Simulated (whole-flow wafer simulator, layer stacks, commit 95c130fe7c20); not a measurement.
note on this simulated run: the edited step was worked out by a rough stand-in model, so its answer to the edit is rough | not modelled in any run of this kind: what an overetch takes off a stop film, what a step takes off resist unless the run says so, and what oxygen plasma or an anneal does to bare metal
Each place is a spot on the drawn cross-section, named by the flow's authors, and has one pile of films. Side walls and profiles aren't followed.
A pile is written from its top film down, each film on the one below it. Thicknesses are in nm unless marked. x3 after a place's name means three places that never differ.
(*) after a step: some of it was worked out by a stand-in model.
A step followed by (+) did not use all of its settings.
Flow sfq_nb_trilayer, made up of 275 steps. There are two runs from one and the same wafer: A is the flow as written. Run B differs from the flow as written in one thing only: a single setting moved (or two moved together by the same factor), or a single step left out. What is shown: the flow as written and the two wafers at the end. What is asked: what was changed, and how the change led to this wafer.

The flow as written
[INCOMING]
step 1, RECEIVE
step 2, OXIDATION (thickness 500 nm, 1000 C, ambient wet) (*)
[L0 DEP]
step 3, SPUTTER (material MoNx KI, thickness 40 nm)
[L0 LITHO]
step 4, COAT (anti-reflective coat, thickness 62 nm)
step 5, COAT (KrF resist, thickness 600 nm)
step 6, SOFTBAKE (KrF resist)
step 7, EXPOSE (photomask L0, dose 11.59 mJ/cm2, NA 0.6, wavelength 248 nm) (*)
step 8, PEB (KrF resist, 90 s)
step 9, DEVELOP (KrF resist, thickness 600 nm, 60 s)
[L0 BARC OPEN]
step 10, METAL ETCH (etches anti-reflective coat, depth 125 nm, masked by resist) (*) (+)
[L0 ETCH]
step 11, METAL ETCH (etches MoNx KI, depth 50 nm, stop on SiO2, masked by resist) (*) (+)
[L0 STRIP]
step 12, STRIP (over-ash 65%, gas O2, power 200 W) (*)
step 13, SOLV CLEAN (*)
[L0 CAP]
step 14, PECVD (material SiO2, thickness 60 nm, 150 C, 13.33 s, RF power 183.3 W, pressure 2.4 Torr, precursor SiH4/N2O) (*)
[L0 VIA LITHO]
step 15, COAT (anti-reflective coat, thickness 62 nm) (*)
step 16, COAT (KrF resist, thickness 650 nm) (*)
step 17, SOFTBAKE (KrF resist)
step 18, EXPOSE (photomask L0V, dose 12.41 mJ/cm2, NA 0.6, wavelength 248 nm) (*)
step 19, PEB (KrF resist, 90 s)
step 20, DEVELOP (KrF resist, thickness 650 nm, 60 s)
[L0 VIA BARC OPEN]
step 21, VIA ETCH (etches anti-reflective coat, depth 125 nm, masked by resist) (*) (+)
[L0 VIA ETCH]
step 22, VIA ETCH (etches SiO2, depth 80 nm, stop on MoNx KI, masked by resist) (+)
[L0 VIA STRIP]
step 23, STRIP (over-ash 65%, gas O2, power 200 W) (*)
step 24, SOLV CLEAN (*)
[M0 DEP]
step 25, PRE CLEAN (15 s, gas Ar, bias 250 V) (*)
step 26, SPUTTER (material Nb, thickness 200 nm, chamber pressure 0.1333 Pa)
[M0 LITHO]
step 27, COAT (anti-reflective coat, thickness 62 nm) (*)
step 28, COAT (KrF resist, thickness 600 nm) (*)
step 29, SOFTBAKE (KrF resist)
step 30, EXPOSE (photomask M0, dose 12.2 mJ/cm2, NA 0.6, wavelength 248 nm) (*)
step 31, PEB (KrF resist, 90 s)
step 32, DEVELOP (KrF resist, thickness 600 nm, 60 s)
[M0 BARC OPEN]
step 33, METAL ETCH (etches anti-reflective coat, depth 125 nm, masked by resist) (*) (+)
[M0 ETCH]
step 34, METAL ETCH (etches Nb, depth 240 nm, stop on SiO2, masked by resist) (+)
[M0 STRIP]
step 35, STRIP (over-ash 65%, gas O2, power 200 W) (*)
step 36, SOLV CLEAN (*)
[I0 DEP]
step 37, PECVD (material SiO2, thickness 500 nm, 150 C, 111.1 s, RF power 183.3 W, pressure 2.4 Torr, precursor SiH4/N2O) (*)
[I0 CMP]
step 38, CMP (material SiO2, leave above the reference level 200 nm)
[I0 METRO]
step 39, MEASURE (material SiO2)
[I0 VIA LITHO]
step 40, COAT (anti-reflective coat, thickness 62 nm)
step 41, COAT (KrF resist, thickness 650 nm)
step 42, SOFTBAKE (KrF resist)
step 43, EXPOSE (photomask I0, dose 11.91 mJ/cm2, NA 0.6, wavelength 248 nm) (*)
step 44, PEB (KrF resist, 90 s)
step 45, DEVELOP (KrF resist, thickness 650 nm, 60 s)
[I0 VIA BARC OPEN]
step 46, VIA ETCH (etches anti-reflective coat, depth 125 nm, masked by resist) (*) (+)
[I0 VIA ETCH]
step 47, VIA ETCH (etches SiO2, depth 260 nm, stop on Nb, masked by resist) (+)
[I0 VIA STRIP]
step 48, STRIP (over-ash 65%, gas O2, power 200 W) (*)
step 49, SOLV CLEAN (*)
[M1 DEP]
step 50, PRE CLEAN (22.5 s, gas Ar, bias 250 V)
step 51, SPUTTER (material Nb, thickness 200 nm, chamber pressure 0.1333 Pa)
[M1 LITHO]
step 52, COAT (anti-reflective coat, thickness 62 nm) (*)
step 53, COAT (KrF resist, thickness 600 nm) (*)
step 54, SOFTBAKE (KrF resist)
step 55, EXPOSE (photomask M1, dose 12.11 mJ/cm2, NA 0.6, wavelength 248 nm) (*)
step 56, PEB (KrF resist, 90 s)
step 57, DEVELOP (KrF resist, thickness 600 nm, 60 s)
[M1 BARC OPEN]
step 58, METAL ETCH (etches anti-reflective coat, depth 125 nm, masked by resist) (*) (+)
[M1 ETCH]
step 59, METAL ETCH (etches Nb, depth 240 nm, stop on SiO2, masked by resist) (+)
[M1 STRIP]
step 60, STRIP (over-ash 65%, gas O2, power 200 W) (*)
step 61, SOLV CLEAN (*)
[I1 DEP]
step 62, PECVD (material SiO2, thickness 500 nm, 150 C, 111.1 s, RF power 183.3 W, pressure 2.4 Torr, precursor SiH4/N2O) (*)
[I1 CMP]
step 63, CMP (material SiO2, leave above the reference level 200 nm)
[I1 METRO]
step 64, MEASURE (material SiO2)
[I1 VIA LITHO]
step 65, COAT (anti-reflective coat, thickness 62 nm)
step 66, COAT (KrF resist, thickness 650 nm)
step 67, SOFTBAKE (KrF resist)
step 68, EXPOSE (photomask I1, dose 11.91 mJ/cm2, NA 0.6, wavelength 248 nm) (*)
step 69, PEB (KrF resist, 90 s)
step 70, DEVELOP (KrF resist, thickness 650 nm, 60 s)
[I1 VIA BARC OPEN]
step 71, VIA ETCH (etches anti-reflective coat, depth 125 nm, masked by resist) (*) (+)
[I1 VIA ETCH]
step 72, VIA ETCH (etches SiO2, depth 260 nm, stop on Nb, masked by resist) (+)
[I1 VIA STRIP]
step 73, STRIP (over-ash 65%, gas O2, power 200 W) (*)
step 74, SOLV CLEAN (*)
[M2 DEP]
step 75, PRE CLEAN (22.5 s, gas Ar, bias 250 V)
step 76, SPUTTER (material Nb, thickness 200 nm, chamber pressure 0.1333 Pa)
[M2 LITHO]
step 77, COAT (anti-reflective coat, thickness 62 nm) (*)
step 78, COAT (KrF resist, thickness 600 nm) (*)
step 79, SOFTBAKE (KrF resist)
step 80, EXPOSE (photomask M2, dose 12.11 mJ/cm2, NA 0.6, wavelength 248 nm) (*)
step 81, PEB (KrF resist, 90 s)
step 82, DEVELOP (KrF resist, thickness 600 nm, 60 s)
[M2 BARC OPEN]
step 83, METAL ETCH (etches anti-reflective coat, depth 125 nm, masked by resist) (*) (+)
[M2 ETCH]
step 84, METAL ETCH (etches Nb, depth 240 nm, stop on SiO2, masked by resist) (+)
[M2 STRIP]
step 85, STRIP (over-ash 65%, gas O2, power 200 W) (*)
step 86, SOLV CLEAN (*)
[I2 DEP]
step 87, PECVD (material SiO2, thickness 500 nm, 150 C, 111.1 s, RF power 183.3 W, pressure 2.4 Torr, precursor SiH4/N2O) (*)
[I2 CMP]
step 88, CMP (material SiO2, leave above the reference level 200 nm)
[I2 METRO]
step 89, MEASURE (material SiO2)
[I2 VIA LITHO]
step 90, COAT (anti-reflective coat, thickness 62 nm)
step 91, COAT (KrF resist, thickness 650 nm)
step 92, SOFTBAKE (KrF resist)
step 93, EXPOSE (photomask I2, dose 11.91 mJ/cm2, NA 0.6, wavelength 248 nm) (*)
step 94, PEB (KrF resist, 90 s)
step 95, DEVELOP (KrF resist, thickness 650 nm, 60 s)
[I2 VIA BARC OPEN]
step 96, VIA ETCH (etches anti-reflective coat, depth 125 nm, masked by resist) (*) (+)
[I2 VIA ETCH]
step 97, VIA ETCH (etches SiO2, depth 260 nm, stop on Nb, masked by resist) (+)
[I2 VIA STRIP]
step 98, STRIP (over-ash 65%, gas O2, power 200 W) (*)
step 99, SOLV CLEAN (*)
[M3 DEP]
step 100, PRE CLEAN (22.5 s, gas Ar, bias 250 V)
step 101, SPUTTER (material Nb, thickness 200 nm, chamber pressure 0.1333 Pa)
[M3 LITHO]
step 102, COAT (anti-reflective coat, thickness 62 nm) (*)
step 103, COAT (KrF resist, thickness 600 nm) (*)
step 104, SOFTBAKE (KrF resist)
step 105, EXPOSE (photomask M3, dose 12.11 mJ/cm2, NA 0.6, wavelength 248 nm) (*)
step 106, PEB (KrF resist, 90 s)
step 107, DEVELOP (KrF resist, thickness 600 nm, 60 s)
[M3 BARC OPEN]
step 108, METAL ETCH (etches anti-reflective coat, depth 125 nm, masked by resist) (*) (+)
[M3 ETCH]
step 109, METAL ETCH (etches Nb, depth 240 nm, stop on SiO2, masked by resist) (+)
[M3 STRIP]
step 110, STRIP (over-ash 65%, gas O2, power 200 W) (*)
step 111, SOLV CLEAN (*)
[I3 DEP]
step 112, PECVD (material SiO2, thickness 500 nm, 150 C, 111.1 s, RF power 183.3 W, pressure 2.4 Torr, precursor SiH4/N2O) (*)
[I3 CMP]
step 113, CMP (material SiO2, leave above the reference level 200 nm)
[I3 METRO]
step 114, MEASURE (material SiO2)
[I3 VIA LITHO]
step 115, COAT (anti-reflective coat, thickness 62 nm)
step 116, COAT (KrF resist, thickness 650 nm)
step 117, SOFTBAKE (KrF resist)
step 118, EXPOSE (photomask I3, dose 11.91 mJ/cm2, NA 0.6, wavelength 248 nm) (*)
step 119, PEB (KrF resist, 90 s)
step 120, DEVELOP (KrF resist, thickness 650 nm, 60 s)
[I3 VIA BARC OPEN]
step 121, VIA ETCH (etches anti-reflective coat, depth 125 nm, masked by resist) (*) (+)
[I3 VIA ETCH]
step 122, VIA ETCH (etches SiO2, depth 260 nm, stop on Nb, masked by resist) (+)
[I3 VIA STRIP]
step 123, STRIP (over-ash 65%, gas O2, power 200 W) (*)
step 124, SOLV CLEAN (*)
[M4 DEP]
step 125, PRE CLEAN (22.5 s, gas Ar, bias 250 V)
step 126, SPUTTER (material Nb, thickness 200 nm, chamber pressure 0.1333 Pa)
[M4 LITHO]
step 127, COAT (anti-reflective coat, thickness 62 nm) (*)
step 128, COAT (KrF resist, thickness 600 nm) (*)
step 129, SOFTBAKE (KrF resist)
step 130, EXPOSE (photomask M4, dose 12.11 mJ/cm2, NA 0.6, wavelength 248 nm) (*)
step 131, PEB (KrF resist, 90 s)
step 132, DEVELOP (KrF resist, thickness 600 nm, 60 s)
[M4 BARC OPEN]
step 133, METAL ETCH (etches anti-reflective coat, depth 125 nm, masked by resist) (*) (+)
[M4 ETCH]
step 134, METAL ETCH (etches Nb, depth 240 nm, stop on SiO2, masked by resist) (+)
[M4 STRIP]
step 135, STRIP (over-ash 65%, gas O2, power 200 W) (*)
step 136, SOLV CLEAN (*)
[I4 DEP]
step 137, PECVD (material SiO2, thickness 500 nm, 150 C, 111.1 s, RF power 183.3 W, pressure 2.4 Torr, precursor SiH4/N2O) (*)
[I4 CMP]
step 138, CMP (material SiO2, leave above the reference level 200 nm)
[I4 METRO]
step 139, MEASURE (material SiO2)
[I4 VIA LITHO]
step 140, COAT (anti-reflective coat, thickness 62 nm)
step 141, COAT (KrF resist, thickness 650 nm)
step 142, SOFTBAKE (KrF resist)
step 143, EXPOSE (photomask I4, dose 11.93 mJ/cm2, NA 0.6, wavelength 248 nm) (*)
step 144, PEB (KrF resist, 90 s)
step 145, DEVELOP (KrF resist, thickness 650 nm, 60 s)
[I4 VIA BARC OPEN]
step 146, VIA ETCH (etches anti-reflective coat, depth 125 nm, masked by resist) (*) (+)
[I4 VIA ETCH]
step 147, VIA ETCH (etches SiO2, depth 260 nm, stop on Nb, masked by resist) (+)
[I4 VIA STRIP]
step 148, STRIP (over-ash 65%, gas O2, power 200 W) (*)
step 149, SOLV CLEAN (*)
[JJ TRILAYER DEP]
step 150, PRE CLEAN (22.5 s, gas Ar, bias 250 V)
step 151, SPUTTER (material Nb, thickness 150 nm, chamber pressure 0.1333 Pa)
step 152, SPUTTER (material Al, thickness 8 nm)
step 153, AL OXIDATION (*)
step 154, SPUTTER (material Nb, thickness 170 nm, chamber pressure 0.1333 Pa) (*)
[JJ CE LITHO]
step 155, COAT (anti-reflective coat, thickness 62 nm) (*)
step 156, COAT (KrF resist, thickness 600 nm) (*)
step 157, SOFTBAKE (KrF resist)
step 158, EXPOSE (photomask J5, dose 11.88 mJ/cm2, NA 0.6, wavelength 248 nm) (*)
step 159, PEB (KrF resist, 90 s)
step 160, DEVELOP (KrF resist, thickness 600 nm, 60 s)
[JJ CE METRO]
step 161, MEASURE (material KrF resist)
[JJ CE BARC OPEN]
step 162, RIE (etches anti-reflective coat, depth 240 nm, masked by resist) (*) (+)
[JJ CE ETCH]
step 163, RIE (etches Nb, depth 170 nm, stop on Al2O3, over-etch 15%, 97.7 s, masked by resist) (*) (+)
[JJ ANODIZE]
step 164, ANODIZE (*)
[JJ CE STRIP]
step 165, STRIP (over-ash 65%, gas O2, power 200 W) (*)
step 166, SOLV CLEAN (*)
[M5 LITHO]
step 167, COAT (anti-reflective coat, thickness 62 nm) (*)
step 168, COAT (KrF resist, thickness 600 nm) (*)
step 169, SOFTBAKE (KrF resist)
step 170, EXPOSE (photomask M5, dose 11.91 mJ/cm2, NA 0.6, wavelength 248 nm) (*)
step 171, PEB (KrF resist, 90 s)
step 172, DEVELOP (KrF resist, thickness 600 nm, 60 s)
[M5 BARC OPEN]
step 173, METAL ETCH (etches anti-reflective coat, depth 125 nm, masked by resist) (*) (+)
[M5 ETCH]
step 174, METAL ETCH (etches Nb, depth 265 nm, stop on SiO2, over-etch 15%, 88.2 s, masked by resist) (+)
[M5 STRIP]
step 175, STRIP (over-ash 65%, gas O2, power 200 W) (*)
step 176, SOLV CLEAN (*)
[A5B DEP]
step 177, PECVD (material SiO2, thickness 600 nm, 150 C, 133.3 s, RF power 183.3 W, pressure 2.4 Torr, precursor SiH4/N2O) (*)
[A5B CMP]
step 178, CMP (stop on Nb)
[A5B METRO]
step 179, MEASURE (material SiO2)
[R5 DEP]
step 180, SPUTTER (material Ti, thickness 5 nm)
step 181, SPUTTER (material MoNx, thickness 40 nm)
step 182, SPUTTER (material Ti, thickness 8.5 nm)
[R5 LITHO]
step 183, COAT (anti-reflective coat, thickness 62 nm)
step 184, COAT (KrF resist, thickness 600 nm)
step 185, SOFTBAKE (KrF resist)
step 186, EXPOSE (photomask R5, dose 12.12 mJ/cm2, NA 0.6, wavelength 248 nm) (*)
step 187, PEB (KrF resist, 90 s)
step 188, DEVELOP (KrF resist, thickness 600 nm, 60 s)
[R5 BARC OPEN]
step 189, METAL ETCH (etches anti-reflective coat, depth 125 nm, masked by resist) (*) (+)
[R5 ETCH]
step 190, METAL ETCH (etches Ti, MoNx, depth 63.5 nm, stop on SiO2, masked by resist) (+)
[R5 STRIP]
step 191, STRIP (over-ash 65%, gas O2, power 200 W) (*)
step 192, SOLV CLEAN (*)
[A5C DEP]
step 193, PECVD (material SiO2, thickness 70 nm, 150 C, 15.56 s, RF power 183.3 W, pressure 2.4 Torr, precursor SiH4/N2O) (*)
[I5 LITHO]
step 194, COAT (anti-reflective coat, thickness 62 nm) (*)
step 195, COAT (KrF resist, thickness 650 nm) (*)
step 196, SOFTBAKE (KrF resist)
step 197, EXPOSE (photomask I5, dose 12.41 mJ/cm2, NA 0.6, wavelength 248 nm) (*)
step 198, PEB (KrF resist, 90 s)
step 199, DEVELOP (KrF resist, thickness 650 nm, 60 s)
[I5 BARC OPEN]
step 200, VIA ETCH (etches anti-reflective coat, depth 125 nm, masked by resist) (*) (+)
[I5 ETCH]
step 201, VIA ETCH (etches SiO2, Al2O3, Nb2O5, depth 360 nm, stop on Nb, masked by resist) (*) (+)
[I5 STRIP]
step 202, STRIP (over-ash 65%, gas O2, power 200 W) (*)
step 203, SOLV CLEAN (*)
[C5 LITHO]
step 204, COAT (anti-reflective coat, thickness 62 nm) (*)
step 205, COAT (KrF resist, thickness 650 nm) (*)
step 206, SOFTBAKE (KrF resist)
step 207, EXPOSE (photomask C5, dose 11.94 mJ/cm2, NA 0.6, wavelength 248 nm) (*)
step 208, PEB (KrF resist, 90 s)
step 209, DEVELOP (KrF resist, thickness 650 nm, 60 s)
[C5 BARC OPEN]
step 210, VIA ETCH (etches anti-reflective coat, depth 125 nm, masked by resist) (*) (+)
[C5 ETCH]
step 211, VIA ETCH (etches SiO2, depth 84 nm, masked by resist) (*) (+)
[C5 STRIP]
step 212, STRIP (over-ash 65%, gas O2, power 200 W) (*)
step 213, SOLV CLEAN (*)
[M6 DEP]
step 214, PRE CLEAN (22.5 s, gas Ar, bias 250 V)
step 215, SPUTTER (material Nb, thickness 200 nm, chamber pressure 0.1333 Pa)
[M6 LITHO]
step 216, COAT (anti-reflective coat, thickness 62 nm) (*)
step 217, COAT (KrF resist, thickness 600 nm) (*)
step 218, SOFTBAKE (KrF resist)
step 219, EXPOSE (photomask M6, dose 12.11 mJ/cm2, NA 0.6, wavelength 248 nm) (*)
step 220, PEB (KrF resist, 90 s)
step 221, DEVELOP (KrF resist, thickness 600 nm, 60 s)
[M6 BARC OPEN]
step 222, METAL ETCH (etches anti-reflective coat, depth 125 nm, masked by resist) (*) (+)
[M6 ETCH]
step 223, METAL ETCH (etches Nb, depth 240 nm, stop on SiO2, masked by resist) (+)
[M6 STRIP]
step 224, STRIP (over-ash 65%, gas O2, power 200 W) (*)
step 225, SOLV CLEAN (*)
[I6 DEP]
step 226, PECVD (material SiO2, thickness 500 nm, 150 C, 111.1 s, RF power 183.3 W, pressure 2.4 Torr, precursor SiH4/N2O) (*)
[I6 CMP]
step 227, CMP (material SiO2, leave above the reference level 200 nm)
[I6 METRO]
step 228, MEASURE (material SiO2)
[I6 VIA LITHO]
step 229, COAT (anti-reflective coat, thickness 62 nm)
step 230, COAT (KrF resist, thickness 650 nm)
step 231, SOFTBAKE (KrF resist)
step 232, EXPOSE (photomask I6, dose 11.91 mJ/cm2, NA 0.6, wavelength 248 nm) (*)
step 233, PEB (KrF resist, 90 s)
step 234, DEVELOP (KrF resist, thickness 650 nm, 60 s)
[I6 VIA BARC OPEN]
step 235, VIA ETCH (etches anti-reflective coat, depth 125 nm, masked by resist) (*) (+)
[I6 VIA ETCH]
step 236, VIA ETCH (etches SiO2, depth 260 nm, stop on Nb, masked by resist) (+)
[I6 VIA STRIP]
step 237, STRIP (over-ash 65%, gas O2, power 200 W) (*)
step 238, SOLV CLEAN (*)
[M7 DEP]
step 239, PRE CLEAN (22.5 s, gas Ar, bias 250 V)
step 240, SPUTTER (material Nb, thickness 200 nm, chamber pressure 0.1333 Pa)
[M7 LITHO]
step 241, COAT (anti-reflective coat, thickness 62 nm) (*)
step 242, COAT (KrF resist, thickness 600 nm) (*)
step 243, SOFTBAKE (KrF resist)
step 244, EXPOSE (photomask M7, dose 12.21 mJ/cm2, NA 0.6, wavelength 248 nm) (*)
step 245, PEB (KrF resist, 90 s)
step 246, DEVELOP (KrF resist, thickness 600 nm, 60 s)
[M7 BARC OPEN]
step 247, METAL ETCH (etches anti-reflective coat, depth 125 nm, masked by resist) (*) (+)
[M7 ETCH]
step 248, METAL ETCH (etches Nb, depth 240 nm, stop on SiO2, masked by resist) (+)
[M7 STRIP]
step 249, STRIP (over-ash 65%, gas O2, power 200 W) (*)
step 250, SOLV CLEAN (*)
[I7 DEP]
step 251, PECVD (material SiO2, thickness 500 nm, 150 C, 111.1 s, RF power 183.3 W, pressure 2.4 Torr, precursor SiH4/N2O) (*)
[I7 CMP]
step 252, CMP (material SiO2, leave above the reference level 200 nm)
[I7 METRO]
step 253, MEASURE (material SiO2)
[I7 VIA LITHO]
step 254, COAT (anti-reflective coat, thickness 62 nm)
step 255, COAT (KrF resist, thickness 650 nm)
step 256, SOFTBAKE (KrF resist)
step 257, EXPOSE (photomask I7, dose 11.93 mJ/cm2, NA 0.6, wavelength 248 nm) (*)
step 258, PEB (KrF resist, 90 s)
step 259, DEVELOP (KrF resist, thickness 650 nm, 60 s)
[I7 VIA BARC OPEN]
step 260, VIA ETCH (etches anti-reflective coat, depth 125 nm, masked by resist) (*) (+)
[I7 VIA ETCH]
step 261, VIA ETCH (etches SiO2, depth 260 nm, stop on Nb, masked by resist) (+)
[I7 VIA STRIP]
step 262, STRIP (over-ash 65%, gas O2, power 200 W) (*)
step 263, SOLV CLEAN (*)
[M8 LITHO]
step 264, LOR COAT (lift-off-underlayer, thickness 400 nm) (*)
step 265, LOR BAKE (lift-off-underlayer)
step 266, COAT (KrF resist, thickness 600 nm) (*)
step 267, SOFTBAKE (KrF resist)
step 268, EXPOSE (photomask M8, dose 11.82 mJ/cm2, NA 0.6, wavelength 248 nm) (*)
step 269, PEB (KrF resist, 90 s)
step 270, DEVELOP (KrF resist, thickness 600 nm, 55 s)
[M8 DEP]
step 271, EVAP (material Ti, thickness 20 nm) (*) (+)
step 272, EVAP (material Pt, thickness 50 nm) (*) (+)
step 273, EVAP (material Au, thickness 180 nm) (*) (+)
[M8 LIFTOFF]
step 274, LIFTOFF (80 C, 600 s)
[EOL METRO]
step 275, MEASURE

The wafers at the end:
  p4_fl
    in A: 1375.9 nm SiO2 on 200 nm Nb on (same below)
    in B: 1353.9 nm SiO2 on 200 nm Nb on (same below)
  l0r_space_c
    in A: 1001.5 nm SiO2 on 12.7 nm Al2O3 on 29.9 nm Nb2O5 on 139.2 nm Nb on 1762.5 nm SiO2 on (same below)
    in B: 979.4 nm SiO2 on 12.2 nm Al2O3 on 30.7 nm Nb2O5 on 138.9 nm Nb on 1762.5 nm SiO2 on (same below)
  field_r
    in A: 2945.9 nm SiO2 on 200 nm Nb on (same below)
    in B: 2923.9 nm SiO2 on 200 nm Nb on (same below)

The reason: step 154, SPUTTER: thickness 148 nm was run, though the flow has thickness 170 nm.

How this came from the change, step by step:
  step 154, SPUTTER (material Nb, thickness 170 nm, chamber pressure 0.1333 Pa) (*)
      field_l, v_sur, via_sp and 100 more: A Nb gains 170 (new film) | B Nb gains 148 (new film)
      via_wl, via_wr: A Nb gains 140.7 (new film) | B Nb gains 122.4 (new film)
      (also at 1 further place)
  step 155, COAT (anti-reflective coat, thickness 62 nm) (*)
      via_wl, via_wr: A anti-reflective coat gains 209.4 (new film) | B anti-reflective coat gains 203.6 (new film)
  step 162, RIE (etches anti-reflective coat, depth 240 nm, masked by resist) (*) (+)
      ce_l, c5j, ce_r, wl_jj: A KrF resist loses 209.4 | B KrF resist loses 203.6
      via_wl, via_wr: A anti-reflective coat loses 209.4 (all of it) | B anti-reflective coat loses 203.6 (all of it)
  step 163, RIE (etches Nb, depth 170 nm, stop on Al2O3, over-etch 15%, 97.7 s, masked by resist) (*) (+)
      field_l, v_sur, via_sp and 96 more: A Nb loses 170 (all of it), Al2O3 loses 0.51 | B Nb loses 148 (all of it), Al2O3 loses 0.96 (all of it)
      via_wl, via_wr: A Nb loses 140.7 (all of it), Al2O3 loses 0.96 (all of it) | B Nb loses 122.4 (all of it), Al2O3 loses 0.96 (all of it)
      (also at 1 further place)
  step 164, ANODIZE (*)
      field_l, v_sur, via_sp and 96 more: A Al2O3 gains 12.2, Nb2O5 gains 29.9 (new film), Al loses 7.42 (all of it), Nb loses 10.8 | B Al2O3 gains 12.2 (new film), Nb2O5 gains 30.7 (new film), Al loses 7.42 (all of it), Nb loses 11.1
  step 165, STRIP (over-ash 65%, gas O2, power 200 W) (*)
      ce_l: A KrF resist loses 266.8 (all of it), anti-reflective coat loses 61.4 (all of it) | B KrF resist loses 272.5 (all of it), anti-reflective coat loses 61.4 (all of it)
      c5j: A KrF resist loses 266.9 (all of it), anti-reflective coat loses 61.5 (all of it) | B KrF resist loses 272.6 (all of it), anti-reflective coat loses 61.5 (all of it)
      (also at 2 further places)
  step 167, COAT (anti-reflective coat, thickness 62 nm) (*)
      wl_j_sl, wl_j_sr: A anti-reflective coat gains 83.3 (new film) | B anti-reflective coat gains 80.2 (new film)
      jj_sur: A anti-reflective coat gains 82.6 (new film) | B anti-reflective coat gains 79.6 (new film)
      (also at 5 further places)
  step 168, COAT (KrF resist, thickness 600 nm) (*)
      ce_l: A KrF resist gains 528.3 (new film) | B KrF resist gains 542.4 (new film)
      c5j: A KrF resist gains 507.6 (new film) | B KrF resist gains 521.4 (new film)
      (also at 2 further places)
  step 174, METAL ETCH (etches Nb, depth 265 nm, stop on SiO2, over-etch 15%, 88.2 s, masked by resist) (+)
      field_l, r_sur, res and 50 more: A Al2O3 loses 12.6 (all of it), Nb2O5 loses 29.9 (all of it), Nb loses 139.2 (all of it), SiO2 loses 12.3 | B Al2O3 loses 12.2 (all of it), Nb2O5 loses 30.7 (all of it), Nb loses 138.9 (all of it), SiO2 loses 12.3
  step 175, STRIP (over-ash 65%, gas O2, power 200 W) (*)
      jj_sur: A KrF resist loses 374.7 (all of it), anti-reflective coat loses 82.6 (all of it) | B KrF resist loses 373.3 (all of it), anti-reflective coat loses 79.6 (all of it)
      ce_l: A KrF resist loses 299.6 (all of it), anti-reflective coat loses 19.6 (all of it) | B KrF resist loses 313.7 (all of it), anti-reflective coat loses 21.7 (all of it)
      (also at 6 further places)
  step 178, CMP (stop on Nb)
      v_sur, via_sp, via_v and 43 more: A SiO2 loses 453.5 | B SiO2 loses 475.6
      field_l, p4_fl, p4_fm and 39 more: A SiO2 loses 259.3 | B SiO2 loses 281.3
      (also at 14 further places)
  step 201, VIA ETCH (etches SiO2, Al2O3, Nb2O5, depth 360 nm, stop on Nb, masked by resist) (*) (+)
      be: A SiO2 loses 216.4 (all of it), Al2O3 loses 12.7 (all of it), Nb2O5 loses 29.9 (all of it) | B SiO2 loses 194.3 (all of it), Al2O3 loses 12.2 (all of it), Nb2O5 loses 30.7 (all of it)
  step 204, COAT (anti-reflective coat, thickness 62 nm) (*)
      be: A anti-reflective coat gains 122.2 (new film) | B anti-reflective coat gains 119 (new film)
  step 212, STRIP (over-ash 65%, gas O2, power 200 W) (*)
      be: A KrF resist loses 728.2 (all of it), anti-reflective coat loses 122.2 (all of it) | B KrF resist loses 712.7 (all of it), anti-reflective coat loses 119 (all of it)
  step 215, SPUTTER (material Nb, thickness 200 nm, chamber pressure 0.1333 Pa)
      be: A Nb gains 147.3 | B Nb gains 152.3
  step 216, COAT (anti-reflective coat, thickness 62 nm) (*)
      be: A anti-reflective coat gains 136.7 (new film) | B anti-reflective coat gains 132.5 (new film)
  ... 2 other steps ...
  step 226, PECVD (material SiO2, thickness 500 nm, 150 C, 111.1 s, RF power 183.3 W, pressure 2.4 Torr, precursor SiH4/N2O) (*)
      be: A SiO2 gains 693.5 (new film) | B SiO2 gains 666.8 (new film)
